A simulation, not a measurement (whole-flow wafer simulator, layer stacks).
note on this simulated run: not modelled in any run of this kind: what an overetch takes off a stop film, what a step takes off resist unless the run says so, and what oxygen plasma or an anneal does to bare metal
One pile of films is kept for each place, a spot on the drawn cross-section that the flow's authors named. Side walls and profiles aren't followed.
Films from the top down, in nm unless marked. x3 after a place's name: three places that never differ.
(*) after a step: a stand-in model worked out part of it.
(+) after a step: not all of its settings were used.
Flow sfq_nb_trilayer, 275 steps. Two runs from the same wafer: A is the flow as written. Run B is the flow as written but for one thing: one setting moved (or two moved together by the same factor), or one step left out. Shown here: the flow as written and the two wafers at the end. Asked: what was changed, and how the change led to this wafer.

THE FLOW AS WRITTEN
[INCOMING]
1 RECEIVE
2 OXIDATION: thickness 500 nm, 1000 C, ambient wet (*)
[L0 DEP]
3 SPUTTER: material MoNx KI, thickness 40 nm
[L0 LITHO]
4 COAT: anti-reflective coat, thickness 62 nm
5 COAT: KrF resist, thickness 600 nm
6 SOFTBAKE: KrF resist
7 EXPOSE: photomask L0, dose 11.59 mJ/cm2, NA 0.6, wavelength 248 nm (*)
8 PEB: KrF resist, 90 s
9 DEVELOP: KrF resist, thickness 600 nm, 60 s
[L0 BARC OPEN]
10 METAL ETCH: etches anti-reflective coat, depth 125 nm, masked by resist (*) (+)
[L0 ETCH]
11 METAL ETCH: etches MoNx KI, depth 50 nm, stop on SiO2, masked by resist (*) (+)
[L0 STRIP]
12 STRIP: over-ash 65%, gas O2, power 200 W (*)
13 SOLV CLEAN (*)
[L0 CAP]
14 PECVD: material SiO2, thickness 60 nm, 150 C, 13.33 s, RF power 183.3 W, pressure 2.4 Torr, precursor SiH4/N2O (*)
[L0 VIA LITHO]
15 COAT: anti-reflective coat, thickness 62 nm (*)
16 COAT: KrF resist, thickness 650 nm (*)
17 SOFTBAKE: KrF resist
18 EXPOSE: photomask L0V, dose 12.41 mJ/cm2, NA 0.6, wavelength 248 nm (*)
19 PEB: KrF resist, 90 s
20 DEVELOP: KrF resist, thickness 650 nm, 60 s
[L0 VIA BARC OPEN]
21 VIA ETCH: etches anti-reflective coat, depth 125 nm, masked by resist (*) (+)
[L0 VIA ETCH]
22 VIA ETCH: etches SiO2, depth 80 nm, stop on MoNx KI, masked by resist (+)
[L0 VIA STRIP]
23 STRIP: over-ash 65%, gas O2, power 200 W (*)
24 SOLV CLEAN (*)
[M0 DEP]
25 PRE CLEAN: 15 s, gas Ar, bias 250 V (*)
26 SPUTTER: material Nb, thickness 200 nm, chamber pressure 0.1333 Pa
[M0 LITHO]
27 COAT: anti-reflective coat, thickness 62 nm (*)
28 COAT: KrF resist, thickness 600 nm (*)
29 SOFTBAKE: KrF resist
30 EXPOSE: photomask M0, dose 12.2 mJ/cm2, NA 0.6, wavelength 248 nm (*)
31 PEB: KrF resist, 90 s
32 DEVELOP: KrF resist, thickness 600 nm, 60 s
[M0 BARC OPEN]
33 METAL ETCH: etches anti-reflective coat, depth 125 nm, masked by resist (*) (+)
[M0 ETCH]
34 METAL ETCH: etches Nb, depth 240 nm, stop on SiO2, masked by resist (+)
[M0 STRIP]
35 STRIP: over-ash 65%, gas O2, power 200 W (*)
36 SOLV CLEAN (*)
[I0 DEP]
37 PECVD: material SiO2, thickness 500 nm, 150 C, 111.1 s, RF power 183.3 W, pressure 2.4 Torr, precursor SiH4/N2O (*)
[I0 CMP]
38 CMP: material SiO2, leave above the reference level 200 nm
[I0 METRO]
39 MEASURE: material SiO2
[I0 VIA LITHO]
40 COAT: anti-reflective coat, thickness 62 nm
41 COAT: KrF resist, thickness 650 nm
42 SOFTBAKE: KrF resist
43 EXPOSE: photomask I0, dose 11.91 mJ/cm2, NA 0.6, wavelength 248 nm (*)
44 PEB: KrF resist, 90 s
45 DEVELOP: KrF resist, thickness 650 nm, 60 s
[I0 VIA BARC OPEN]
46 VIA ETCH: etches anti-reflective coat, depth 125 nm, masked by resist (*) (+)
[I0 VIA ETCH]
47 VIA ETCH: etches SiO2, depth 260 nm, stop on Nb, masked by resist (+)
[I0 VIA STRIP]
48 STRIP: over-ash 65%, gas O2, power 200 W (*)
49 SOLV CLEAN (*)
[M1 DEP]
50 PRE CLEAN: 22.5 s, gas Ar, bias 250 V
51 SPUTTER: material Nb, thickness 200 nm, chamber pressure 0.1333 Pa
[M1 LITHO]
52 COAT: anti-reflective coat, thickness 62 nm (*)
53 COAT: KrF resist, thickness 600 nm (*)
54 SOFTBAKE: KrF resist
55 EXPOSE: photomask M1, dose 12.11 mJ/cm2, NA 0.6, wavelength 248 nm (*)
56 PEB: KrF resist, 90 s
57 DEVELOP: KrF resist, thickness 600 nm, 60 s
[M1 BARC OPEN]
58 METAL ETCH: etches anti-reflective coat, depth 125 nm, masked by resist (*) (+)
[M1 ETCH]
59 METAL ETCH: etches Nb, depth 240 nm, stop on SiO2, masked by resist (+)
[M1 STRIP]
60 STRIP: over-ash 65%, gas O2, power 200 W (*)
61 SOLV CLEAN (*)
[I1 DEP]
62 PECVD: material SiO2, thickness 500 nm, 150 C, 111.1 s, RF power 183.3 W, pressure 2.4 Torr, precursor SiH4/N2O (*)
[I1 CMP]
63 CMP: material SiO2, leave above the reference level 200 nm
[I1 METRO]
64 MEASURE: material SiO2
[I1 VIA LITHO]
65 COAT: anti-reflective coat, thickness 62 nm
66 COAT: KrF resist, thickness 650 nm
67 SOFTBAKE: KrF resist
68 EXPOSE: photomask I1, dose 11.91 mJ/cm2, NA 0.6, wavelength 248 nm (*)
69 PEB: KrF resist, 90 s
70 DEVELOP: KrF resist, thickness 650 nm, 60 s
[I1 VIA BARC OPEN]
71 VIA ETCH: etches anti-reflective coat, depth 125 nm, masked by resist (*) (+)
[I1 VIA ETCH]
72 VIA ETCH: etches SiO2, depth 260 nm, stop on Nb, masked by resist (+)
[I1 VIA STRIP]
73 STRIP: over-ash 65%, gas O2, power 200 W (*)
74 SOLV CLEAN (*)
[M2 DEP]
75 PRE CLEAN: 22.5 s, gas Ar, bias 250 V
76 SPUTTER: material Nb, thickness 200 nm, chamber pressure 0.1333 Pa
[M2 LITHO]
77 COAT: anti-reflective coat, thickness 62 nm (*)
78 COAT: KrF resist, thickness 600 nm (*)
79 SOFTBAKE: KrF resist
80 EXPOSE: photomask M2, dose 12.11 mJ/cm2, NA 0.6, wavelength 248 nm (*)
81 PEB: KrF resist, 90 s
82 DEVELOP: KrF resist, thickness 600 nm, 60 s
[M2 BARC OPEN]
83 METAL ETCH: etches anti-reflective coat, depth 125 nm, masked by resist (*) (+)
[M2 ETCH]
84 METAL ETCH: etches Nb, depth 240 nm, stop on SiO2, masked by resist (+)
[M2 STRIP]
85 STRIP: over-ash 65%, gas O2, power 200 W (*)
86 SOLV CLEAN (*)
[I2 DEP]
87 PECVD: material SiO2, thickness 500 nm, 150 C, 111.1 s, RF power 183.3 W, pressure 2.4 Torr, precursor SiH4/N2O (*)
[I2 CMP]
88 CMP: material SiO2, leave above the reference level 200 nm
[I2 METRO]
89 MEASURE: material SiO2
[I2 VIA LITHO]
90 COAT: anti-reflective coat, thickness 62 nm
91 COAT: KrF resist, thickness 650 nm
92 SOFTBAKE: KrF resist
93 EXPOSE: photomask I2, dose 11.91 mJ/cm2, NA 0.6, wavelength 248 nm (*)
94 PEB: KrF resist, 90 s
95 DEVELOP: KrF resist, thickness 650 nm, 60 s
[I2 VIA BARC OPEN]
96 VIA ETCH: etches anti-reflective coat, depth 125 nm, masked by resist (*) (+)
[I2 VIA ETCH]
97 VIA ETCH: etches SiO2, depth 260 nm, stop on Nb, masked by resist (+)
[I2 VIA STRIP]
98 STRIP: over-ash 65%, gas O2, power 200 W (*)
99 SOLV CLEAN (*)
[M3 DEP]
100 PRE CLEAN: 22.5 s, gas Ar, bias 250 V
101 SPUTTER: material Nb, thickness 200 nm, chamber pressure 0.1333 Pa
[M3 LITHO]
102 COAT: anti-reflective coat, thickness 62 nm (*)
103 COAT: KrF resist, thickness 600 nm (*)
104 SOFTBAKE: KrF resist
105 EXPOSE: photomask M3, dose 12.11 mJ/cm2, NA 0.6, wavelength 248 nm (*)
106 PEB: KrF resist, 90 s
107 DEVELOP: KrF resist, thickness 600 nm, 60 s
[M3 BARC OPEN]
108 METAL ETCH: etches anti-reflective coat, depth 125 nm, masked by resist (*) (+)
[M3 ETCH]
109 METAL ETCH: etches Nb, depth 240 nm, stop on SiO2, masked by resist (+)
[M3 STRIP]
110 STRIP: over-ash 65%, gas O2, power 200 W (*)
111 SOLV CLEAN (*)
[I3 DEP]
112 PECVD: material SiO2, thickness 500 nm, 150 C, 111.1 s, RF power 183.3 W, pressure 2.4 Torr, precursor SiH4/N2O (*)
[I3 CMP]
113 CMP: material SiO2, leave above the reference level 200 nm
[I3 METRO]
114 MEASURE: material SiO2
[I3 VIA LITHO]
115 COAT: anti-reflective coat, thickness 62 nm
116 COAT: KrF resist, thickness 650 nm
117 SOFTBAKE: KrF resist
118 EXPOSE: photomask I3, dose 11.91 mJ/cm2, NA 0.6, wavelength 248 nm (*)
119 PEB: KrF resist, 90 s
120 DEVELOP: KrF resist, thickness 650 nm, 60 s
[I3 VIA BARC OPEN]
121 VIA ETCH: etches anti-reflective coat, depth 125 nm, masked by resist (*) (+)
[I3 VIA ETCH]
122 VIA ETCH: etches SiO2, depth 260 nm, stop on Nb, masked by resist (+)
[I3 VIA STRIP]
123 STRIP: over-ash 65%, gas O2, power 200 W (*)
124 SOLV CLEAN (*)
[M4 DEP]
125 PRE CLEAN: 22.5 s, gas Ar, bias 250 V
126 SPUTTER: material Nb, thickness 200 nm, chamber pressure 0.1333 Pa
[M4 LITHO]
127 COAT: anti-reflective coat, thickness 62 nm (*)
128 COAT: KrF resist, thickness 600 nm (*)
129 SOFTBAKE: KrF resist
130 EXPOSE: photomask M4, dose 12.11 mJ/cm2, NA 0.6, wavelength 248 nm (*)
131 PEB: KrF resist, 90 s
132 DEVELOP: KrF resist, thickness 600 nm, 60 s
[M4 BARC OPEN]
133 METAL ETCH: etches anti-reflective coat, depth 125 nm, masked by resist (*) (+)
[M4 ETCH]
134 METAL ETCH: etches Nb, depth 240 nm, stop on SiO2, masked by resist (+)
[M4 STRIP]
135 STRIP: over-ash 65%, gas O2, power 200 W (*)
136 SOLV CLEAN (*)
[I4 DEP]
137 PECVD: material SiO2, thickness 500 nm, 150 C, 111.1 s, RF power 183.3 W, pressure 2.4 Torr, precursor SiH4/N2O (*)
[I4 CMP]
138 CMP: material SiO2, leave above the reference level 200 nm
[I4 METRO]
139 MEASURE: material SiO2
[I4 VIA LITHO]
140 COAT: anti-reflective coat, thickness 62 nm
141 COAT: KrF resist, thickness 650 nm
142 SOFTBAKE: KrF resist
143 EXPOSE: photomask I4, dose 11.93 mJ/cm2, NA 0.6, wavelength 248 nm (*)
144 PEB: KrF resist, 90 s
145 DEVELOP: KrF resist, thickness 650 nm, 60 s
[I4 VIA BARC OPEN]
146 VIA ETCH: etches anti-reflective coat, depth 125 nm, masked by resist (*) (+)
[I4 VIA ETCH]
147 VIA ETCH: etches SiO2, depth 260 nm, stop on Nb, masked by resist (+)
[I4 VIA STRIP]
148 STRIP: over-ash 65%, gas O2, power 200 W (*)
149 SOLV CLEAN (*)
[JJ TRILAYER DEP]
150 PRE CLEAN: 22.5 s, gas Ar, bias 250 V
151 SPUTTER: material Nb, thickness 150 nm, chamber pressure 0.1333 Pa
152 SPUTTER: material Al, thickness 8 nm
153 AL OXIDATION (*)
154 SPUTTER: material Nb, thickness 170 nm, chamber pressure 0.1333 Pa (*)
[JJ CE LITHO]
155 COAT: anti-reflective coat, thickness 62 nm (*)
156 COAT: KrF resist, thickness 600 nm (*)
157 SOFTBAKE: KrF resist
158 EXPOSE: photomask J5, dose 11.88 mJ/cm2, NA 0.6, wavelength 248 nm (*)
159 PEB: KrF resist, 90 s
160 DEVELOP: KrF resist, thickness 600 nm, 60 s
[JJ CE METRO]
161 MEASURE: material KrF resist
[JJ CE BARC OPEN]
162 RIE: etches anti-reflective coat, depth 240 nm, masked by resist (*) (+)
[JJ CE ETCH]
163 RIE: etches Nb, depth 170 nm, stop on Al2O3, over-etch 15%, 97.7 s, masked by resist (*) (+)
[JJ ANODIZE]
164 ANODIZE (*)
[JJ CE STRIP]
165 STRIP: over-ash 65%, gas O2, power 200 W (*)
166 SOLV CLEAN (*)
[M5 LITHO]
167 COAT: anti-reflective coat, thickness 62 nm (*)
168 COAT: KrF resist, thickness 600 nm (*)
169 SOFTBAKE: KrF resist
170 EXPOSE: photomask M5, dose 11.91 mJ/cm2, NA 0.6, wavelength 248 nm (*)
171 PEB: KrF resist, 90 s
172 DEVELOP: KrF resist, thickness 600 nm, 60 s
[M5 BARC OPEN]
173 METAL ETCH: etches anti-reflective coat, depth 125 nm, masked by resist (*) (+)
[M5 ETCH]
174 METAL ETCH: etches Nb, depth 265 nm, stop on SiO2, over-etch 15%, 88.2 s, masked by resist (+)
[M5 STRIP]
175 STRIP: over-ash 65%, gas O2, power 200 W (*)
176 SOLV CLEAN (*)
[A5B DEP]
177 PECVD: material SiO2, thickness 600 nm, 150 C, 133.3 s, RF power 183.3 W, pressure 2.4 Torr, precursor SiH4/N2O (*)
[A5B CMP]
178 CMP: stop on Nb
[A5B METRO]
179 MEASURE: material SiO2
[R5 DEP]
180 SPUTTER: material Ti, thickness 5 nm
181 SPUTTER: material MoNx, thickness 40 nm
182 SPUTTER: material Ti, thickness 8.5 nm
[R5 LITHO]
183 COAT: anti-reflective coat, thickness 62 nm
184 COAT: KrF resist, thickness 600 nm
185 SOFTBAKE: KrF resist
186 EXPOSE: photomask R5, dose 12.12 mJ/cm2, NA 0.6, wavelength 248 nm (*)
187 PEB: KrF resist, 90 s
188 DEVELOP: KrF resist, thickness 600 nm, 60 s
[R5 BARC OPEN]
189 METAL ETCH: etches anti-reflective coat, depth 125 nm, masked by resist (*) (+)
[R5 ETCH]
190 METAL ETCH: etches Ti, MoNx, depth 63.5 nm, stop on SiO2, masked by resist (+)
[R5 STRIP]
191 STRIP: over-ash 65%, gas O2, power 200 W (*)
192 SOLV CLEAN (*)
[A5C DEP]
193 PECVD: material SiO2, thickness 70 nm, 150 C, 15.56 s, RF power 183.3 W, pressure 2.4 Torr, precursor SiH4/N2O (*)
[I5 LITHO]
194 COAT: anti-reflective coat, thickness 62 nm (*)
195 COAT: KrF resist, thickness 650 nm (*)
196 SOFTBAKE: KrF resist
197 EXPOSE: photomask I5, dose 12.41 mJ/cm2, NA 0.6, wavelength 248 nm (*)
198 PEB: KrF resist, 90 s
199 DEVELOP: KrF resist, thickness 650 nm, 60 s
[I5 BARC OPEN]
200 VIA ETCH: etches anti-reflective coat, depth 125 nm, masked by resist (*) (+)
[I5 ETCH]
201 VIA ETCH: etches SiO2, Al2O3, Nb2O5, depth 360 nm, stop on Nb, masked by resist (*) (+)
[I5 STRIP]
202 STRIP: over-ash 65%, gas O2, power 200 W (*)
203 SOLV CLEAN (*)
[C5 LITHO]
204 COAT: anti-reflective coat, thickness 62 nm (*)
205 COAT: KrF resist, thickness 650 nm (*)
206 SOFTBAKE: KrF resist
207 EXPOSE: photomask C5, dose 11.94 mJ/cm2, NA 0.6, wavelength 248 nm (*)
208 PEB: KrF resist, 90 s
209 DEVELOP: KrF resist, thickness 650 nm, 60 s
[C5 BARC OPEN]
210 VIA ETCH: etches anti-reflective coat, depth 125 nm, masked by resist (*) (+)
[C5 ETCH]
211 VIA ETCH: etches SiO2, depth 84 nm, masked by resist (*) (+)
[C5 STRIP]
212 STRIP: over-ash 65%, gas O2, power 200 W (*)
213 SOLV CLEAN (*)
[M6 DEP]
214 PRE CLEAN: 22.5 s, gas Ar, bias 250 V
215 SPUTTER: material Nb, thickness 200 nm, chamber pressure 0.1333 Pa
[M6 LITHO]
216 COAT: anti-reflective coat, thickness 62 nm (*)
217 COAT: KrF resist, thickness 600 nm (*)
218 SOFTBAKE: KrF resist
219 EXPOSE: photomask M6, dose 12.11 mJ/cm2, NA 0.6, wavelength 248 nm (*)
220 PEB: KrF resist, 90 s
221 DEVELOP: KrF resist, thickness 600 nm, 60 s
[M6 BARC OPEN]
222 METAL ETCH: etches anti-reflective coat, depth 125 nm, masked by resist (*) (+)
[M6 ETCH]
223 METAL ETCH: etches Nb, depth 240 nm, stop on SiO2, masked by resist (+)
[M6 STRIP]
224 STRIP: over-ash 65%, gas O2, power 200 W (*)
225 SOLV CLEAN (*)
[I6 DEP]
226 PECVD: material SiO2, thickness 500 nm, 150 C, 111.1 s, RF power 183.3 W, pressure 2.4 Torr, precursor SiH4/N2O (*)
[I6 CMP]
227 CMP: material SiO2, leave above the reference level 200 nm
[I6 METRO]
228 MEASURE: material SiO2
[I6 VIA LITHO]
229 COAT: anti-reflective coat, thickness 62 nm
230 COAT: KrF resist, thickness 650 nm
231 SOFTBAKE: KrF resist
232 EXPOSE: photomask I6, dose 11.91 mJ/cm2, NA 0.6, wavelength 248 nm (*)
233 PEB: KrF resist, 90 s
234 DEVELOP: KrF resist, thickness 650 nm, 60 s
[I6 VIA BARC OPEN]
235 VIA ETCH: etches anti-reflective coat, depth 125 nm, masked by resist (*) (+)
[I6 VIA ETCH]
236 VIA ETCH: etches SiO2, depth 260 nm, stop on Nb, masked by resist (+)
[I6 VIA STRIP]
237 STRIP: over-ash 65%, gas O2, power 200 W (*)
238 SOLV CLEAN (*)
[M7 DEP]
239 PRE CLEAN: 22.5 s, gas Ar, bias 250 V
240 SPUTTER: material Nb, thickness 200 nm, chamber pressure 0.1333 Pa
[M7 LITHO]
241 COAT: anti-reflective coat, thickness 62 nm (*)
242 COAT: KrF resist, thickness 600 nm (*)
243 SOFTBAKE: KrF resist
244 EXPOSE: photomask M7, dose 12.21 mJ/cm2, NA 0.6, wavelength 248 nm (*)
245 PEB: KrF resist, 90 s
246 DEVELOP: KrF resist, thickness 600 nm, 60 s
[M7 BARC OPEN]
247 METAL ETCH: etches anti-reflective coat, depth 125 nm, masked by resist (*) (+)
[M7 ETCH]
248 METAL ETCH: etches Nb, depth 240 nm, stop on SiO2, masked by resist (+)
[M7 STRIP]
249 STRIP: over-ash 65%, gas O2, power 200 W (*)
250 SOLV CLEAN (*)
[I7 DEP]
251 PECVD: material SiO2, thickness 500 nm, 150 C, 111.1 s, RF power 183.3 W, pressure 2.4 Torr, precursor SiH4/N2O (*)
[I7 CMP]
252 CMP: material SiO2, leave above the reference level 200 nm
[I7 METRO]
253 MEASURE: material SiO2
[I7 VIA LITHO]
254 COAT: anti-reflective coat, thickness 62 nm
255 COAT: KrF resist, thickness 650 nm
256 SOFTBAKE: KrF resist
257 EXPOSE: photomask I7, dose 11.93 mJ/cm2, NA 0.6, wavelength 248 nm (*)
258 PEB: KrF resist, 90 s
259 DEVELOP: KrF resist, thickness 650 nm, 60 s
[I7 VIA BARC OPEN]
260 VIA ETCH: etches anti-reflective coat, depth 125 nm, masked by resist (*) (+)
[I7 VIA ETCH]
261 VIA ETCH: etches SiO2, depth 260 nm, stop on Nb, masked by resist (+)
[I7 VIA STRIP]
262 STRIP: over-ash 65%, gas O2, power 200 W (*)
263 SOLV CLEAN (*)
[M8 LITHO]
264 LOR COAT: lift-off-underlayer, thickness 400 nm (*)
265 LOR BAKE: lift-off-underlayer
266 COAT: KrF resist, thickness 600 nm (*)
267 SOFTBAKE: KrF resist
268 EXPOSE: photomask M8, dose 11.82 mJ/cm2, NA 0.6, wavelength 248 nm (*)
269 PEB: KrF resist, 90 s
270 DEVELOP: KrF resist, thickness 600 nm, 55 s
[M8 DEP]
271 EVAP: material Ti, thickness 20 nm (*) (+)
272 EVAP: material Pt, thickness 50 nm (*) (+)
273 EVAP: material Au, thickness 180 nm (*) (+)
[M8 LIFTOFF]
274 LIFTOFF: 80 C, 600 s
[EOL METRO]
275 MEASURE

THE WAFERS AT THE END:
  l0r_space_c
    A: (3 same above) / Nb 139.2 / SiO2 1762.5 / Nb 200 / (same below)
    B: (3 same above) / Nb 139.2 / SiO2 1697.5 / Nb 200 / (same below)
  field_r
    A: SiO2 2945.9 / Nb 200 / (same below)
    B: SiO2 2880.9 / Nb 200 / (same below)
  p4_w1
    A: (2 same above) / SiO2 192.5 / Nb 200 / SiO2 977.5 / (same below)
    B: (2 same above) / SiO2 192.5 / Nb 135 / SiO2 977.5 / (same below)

The cause: step 101, SPUTTER: thickness 135 nm was run, where the flow has thickness 200 nm.
It can be read off the wafer: p4_w1 has Nb 135, and step 101 as written asks for 200 nm.

How the change led to this, step by step:
  101 SPUTTER: material Nb, thickness 200 nm, chamber pressure 0.1333 Pa
      field_l, v_sur, via_wl and 102 more: A Nb +200 (new film) | B Nb +135 (new film)
      via_w: A Nb +165.5 | B Nb +111.4
  102 COAT: anti-reflective coat, thickness 62 nm (*)
      via_wl, via_wr: A anti-reflective coat +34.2 (new film) | B anti-reflective coat +32.6 (new film)
      via_w: A anti-reflective coat +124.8 (new film) | B anti-reflective coat +121.5 (new film)
  109 METAL ETCH: etches Nb, depth 240 nm, stop on SiO2, masked by resist (+)
      field_l, be, be_sur and 72 more: A Nb -200 (all of it) | B Nb -135 (all of it)
      v_sur, via_wl, via_w and 28 more: A KrF resist -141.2 | B KrF resist -119.1
  110 STRIP: over-ash 65%, gas O2, power 200 W (*)
      p4_w1, p4_w2, p4_w3 and 21 more: A KrF resist -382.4 (all of it), anti-reflective coat -62 (all of it) | B KrF resist -404.4 (all of it), anti-reflective coat -62 (all of it)
      v_sur: A KrF resist -365.3 (all of it), anti-reflective coat -61.1 (all of it) | B KrF resist -388 (all of it), anti-reflective coat -60.8 (all of it)
      (and at 6 more places)
  112 PECVD: material SiO2, thickness 500 nm, 150 C, 111.1 s, RF power 183.3 W, pressure 2.4 Torr, precursor SiH4/N2O (*)
      p4_g1, p4_g2, p3_s0, p3_s1, p3_s2, p3_s3, p3_s4, p3_s5: A SiO2 +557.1 | B SiO2 +500
      via_w: A SiO2 +615 (new film) | B SiO2 +597.5 (new film)
  113 CMP: material SiO2, leave above the reference level 200 nm
      field_l, be, be_sur and 64 more: A SiO2 -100 | B SiO2 -165
      p4_g1, p4_g2, p3_s0, p3_s1, p3_s2, p3_s3, p3_s4, p3_s5: A SiO2 -157.1 | B SiO2 -165
      (and at 1 more place)
